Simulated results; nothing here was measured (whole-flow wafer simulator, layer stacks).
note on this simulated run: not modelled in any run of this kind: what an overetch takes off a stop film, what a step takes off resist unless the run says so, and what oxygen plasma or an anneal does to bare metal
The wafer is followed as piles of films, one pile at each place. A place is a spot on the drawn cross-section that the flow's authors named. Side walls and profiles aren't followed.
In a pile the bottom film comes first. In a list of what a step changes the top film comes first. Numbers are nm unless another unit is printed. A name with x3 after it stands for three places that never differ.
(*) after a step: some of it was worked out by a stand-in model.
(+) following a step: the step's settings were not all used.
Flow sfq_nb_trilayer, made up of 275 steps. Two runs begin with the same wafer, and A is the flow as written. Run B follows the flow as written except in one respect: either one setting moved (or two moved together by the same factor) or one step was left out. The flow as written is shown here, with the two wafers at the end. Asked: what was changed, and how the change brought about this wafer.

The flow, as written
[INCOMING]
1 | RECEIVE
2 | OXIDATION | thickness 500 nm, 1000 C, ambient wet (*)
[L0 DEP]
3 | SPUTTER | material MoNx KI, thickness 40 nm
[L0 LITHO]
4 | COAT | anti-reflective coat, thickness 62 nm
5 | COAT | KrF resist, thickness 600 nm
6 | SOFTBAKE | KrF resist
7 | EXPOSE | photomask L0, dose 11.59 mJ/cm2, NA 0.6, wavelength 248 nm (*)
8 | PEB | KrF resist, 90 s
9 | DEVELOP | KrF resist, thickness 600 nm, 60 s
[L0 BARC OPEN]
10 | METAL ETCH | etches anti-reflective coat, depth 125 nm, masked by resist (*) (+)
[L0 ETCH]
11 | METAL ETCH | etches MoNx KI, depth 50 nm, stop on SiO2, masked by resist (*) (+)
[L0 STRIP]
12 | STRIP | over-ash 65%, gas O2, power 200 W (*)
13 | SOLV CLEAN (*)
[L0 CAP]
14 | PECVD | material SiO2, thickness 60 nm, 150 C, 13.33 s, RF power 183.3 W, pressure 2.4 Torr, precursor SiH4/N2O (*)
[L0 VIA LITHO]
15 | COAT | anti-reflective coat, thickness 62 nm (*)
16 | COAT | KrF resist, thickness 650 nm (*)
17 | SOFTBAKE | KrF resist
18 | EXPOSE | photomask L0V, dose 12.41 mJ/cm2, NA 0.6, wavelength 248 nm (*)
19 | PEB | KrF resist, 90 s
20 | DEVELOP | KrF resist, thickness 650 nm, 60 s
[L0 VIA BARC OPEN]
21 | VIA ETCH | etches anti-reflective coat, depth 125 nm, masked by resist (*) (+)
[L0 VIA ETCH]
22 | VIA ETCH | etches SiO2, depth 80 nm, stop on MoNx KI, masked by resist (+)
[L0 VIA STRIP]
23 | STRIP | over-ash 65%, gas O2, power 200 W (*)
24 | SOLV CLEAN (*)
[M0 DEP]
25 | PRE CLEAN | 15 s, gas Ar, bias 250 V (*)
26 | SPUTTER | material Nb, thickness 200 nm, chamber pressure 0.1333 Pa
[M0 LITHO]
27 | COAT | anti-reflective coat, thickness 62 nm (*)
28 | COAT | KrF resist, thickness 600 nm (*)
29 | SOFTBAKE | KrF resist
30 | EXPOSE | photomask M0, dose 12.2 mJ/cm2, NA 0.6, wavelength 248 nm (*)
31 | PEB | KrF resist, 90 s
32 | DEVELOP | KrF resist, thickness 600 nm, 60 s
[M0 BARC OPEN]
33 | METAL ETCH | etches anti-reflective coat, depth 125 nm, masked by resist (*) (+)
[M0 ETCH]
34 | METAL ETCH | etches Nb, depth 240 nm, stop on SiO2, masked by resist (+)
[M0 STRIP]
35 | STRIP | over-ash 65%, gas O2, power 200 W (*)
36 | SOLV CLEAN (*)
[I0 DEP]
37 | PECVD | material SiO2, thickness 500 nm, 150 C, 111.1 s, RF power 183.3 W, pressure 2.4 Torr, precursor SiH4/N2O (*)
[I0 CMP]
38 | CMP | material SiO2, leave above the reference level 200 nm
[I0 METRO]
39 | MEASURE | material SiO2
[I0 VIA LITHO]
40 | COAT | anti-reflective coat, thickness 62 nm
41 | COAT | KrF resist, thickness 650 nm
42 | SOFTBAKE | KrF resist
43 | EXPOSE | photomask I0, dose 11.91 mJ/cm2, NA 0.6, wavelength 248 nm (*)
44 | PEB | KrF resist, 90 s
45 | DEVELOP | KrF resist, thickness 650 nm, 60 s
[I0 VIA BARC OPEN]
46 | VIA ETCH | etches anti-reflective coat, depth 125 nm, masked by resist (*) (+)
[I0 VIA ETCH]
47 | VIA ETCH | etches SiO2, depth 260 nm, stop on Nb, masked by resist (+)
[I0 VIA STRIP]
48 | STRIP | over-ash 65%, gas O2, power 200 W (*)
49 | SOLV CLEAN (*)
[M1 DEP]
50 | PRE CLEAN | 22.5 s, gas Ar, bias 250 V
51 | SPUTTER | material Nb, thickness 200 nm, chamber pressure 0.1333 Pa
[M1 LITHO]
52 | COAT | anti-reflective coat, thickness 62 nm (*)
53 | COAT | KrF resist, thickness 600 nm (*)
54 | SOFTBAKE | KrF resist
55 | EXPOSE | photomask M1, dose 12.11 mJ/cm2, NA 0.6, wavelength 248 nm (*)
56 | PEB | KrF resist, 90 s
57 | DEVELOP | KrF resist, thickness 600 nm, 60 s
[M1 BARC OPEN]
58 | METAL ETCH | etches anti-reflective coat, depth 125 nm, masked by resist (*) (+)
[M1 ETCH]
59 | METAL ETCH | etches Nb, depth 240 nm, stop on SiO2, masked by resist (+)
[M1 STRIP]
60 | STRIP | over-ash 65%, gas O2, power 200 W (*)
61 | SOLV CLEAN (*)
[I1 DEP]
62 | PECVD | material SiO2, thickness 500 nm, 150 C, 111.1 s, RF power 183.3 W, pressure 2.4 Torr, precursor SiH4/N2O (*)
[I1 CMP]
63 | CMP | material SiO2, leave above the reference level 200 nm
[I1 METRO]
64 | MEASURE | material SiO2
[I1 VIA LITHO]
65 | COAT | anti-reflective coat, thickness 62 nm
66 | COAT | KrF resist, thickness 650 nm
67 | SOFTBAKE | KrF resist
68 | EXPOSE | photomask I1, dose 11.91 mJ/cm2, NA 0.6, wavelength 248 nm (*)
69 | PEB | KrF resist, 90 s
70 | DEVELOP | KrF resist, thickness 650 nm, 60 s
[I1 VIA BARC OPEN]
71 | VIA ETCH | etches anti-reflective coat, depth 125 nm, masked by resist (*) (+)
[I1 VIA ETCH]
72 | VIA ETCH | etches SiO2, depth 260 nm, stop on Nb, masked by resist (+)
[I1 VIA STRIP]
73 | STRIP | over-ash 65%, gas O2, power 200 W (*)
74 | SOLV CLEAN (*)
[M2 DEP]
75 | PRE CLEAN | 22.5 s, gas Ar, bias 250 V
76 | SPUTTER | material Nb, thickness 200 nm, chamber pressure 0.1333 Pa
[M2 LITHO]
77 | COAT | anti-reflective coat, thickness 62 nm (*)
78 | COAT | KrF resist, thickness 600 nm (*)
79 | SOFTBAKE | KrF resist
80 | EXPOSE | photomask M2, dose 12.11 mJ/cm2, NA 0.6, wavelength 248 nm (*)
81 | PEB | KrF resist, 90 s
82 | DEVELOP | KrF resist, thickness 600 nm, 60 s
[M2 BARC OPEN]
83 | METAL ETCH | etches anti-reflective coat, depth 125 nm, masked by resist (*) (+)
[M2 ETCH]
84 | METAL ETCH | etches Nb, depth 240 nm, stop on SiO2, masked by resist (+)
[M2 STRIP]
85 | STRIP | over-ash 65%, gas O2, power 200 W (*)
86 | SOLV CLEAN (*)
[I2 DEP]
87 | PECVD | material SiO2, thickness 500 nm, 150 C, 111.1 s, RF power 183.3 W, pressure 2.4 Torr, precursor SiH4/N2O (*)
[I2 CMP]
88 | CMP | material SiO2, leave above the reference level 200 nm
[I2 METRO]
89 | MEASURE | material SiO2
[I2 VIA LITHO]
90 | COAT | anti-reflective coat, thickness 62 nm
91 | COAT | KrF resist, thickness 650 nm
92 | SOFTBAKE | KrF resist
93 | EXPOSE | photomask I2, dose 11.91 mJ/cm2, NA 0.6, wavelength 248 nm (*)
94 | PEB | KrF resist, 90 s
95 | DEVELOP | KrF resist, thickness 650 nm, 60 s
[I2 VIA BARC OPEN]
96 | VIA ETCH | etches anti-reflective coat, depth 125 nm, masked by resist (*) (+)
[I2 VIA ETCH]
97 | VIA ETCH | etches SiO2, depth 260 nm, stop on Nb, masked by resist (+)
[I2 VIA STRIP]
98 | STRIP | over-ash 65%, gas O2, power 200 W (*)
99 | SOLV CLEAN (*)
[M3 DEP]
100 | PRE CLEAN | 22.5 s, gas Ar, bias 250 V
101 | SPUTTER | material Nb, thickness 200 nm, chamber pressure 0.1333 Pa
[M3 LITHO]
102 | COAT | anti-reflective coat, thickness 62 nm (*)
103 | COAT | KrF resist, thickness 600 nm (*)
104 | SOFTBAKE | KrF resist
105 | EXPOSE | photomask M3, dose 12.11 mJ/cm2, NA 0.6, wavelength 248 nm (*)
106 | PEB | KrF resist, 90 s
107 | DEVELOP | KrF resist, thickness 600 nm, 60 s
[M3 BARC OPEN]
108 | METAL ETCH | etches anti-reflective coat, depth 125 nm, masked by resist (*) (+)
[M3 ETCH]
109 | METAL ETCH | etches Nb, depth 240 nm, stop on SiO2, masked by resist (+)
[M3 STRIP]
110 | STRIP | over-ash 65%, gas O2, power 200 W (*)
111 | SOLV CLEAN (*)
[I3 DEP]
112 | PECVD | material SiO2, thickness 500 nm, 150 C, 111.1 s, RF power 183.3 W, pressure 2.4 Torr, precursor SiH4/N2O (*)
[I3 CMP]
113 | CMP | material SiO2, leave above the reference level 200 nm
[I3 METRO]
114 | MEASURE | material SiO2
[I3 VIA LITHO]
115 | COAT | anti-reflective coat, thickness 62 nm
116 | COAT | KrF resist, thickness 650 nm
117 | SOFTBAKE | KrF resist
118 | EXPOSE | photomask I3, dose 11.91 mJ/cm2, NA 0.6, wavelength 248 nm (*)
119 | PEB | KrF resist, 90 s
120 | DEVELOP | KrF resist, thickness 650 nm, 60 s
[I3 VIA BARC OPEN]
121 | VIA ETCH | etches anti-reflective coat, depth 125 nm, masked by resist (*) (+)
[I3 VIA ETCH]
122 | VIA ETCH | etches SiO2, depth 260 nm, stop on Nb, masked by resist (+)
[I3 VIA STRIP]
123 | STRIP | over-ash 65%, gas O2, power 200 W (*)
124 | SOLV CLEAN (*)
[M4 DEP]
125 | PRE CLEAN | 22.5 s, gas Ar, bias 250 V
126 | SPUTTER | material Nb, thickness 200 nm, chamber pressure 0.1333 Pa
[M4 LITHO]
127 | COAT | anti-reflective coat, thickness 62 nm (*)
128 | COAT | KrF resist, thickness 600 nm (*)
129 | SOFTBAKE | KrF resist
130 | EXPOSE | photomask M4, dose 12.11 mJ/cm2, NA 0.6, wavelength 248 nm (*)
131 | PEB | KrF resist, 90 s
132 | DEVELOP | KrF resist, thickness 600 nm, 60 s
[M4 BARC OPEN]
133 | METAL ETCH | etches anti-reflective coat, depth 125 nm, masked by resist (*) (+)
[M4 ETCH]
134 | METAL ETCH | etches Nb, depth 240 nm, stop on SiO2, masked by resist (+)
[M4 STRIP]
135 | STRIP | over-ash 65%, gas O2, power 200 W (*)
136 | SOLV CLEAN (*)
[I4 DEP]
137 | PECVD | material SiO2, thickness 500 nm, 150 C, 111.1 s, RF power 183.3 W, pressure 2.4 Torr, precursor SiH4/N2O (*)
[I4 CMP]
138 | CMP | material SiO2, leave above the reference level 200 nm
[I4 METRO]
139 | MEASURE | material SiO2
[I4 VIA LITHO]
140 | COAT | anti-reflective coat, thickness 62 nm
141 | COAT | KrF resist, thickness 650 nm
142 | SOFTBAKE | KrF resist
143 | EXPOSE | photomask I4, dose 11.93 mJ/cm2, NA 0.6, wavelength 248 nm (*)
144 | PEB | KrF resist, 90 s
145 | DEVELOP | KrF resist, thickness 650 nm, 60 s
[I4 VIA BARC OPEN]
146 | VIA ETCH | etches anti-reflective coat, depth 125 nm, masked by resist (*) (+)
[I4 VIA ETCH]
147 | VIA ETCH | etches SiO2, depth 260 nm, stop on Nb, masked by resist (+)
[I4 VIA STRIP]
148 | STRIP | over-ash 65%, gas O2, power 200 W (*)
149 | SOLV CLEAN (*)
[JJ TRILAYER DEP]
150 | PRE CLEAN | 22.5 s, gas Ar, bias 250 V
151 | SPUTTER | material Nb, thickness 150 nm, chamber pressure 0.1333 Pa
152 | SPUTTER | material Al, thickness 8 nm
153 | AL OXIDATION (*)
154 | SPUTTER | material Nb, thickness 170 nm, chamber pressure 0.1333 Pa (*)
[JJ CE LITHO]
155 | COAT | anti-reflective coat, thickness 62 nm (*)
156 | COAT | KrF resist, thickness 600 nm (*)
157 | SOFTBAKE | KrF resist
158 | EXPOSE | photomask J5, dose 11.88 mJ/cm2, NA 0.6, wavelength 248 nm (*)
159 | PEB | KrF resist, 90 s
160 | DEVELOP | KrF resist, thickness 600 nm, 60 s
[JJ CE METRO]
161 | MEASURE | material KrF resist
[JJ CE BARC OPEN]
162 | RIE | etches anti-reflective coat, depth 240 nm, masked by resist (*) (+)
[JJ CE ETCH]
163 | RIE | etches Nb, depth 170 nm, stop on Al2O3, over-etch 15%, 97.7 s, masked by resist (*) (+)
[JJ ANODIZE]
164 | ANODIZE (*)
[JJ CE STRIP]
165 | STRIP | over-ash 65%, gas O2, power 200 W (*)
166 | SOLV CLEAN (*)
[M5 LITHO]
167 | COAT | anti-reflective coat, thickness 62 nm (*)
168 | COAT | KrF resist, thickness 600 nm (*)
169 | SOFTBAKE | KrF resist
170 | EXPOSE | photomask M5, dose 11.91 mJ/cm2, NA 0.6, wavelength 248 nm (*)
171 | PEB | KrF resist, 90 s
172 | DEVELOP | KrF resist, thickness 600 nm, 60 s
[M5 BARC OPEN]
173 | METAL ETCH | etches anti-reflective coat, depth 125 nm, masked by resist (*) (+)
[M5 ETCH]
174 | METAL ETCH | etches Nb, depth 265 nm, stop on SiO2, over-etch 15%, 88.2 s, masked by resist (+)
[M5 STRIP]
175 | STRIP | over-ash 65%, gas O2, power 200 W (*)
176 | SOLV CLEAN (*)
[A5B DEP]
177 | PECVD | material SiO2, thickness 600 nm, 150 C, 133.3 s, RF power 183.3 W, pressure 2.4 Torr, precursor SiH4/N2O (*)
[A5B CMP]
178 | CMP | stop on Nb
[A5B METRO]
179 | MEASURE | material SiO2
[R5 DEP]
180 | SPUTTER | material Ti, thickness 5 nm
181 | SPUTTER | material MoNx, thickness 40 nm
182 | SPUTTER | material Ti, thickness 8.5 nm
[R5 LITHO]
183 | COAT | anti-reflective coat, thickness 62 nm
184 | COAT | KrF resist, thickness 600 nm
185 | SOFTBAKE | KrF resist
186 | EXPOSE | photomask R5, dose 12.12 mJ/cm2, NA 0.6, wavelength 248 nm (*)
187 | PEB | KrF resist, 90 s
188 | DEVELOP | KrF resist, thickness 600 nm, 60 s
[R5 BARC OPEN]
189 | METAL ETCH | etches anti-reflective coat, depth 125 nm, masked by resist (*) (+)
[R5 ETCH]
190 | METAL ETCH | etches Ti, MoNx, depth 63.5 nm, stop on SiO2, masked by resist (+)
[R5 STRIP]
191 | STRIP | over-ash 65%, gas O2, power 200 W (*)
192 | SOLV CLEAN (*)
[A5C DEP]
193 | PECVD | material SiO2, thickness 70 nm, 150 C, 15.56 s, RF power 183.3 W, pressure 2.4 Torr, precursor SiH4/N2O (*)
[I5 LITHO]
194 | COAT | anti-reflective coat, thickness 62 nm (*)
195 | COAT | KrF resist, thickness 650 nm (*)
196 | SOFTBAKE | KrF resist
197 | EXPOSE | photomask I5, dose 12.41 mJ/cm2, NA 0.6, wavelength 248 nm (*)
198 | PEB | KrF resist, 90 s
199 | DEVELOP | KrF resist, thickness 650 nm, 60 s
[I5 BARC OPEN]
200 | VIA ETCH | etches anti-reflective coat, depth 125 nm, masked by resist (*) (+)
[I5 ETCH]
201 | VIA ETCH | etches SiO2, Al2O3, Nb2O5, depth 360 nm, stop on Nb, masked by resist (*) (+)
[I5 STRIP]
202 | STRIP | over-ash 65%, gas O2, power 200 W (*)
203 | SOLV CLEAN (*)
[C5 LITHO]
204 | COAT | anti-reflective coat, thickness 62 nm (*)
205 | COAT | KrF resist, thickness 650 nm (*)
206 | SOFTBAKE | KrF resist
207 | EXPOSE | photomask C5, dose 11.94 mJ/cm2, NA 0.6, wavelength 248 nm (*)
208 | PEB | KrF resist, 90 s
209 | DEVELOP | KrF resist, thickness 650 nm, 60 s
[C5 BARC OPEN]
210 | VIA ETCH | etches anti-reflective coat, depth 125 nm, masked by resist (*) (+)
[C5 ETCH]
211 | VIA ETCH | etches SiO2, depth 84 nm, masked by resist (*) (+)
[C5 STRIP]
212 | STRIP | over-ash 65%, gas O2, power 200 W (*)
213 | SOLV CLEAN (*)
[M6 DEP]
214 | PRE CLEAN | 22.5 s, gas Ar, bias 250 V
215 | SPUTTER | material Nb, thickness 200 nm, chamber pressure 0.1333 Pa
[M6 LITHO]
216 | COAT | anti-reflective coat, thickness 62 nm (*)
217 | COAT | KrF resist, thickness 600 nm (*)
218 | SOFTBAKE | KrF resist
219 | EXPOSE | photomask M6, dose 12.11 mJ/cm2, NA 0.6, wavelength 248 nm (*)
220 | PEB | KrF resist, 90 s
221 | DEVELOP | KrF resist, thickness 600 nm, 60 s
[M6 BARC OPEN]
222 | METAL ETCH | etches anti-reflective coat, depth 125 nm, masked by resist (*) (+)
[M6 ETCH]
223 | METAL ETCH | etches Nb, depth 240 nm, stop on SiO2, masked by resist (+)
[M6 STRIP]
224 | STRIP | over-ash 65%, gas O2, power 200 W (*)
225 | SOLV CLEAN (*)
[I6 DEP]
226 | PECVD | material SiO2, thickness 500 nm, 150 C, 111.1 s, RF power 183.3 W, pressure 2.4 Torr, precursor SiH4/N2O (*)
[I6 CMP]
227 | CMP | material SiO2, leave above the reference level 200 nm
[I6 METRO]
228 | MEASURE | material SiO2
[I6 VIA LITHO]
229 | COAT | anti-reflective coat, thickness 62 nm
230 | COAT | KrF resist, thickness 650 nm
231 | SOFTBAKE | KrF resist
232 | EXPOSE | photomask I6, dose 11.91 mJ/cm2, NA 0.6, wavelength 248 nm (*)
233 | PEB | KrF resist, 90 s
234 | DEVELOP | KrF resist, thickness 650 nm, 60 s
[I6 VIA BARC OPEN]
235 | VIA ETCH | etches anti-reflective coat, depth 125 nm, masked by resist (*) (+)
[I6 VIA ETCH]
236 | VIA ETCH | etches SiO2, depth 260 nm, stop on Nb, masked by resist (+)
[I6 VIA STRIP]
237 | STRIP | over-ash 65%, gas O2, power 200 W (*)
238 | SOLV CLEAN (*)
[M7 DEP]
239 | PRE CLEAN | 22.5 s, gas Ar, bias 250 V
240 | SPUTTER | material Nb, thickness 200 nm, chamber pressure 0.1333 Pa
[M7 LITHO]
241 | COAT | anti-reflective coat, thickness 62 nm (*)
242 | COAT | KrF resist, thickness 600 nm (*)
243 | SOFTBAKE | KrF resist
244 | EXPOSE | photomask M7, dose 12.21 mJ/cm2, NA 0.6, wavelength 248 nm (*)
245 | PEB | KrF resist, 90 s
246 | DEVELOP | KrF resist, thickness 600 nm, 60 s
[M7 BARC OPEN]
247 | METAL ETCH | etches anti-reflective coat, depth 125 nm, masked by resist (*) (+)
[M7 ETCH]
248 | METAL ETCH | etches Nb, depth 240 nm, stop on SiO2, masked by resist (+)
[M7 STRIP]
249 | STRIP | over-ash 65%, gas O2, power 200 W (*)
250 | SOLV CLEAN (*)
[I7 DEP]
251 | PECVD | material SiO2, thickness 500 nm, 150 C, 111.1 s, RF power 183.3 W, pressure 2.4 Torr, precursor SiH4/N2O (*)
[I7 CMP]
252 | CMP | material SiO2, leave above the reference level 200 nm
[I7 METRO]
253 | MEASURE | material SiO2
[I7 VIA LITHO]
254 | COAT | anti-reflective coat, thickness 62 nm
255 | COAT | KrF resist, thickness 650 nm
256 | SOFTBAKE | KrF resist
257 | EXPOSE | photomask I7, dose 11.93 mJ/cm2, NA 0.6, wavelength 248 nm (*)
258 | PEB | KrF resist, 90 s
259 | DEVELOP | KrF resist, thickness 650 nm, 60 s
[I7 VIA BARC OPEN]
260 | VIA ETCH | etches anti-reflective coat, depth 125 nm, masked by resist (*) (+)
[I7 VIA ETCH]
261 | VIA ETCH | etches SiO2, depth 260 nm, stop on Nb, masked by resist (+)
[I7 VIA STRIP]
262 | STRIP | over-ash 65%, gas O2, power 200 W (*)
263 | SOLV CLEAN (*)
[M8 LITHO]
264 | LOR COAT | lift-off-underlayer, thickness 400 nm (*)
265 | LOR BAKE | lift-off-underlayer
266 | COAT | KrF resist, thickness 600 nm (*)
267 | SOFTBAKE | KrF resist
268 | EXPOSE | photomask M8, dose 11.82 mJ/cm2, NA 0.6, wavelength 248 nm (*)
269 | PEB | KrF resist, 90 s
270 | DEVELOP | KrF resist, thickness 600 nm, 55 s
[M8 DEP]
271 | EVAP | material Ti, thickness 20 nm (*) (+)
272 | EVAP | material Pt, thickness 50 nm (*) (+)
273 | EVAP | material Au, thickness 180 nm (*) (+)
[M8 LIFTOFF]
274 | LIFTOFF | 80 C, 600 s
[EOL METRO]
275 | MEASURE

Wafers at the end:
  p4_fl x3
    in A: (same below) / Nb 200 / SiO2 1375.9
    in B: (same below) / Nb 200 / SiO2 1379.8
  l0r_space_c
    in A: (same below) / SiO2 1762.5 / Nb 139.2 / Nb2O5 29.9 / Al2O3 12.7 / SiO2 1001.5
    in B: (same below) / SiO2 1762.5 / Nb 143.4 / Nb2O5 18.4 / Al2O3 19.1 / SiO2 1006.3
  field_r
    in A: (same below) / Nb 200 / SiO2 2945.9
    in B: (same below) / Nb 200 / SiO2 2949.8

The reason: step 152, SPUTTER: thickness 11.9 nm was run, while the flow as written has thickness 8 nm.

Step by step, how the change led to this:
  152 | SPUTTER | material Al, thickness 8 nm
      field_l, v_sur, via_sp and 100 more: A Al gains 8 (new film) | B Al gains 11.9 (new film)
      via_wl, via_wr: A Al gains 5.14 (new film) | B Al gains 7.64 (new film)
      (and at 1 other place as well)
  164 | ANODIZE (*)
      field_l, v_sur, via_sp and 96 more: A Al2O3 gains 12.2, Nb2O5 gains 29.9 (new film), Al loses 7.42 (all of it), Nb loses 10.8 | B Al2O3 gains 18.7, Nb2O5 gains 18.4 (new film), Al loses 11.3 (all of it), Nb loses 6.64
      via_wl, via_wr: A Al2O3 gains 7.52 (new film), Nb2O5 gains 39.2 (new film), Al loses 4.56 (all of it), Nb loses 14.1 | B Al2O3 gains 11.7 (new film), Nb2O5 gains 31.8 (new film), Al loses 7.06 (all of it), Nb loses 11.4
      (and at 1 other place as well)
  167 | COAT | anti-reflective coat, thickness 62 nm (*)
      ce_l: A anti-reflective coat gains 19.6 (new film) | B anti-reflective coat gains 18.4 (new film)
      ce_r: A anti-reflective coat gains 19.7 (new film) | B anti-reflective coat gains 18.4 (new film)
  174 | METAL ETCH | etches Nb, depth 265 nm, stop on SiO2, over-etch 15%, 88.2 s, masked by resist (+)
      field_l, r_sur, res and 50 more: A Al2O3 loses 12.6 (all of it), Nb2O5 loses 29.9 (all of it), Nb loses 139.2 (all of it), SiO2 loses 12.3 | B Al2O3 loses 19.1 (all of it), Nb2O5 loses 18.4 (all of it), Nb loses 143.4 (all of it), SiO2 loses 12.4
  175 | STRIP | over-ash 65%, gas O2, power 200 W (*)
      ce_l: A KrF resist loses 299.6 (all of it), anti-reflective coat loses 19.6 (all of it) | B KrF resist loses 297.3 (all of it), anti-reflective coat loses 18.4 (all of it)
      ce_r: A KrF resist loses 299.9 (all of it), anti-reflective coat loses 19.7 (all of it) | B KrF resist loses 297.5 (all of it), anti-reflective coat loses 18.4 (all of it)
  201 | VIA ETCH | etches SiO2, Al2O3, Nb2O5, depth 360 nm, stop on Nb, masked by resist (*) (+)
      be: A SiO2 loses 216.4 (all of it), Al2O3 loses 12.7 (all of it), Nb2O5 loses 29.9 (all of it) | B SiO2 loses 221.2 (all of it), Al2O3 loses 19.1 (all of it), Nb2O5 loses 18.4 (all of it)
